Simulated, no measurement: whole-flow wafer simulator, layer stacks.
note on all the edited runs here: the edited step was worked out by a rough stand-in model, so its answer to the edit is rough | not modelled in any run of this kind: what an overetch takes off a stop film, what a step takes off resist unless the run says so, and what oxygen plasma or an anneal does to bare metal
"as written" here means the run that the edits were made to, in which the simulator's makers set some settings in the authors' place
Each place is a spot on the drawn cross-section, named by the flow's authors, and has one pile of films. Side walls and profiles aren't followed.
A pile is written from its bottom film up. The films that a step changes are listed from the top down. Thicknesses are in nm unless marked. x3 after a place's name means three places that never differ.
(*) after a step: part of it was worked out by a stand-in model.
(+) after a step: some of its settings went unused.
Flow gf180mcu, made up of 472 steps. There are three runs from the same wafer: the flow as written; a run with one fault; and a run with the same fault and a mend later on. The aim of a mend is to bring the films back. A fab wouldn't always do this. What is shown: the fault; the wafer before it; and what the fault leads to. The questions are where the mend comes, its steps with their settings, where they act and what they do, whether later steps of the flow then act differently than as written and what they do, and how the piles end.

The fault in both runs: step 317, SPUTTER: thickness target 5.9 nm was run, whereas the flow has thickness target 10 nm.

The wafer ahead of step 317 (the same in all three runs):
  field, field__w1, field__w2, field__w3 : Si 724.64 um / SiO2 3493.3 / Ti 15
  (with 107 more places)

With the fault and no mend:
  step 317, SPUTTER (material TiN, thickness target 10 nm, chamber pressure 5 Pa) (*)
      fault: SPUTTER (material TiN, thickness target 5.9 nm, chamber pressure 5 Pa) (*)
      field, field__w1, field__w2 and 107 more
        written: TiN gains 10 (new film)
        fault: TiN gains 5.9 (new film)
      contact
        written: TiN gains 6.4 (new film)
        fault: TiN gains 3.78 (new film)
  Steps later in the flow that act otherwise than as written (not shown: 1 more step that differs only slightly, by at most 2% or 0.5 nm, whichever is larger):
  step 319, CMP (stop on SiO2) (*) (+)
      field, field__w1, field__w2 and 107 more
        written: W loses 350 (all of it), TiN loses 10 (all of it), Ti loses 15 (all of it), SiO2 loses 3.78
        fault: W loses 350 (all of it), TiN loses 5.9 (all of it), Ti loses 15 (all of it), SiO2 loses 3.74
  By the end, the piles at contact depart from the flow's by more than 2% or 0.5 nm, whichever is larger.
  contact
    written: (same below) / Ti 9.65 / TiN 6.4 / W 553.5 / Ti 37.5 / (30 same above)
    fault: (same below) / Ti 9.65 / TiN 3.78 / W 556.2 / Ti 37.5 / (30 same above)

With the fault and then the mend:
  The mend stands after step 317.
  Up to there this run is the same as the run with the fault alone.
  step 317a, SPUTTER (material TiN, thickness target 4.1 nm, chamber pressure 5 Pa) (*) (the flow's step 317, run once more with other settings)
      field, field__w1, field__w2 and 107 more
        TiN gains 4.1
      contact
        TiN gains 2.62
  Later steps of the flow that are run all act as written at every place that is followed.
  The piles end the same as the flow's at every place that both follow.
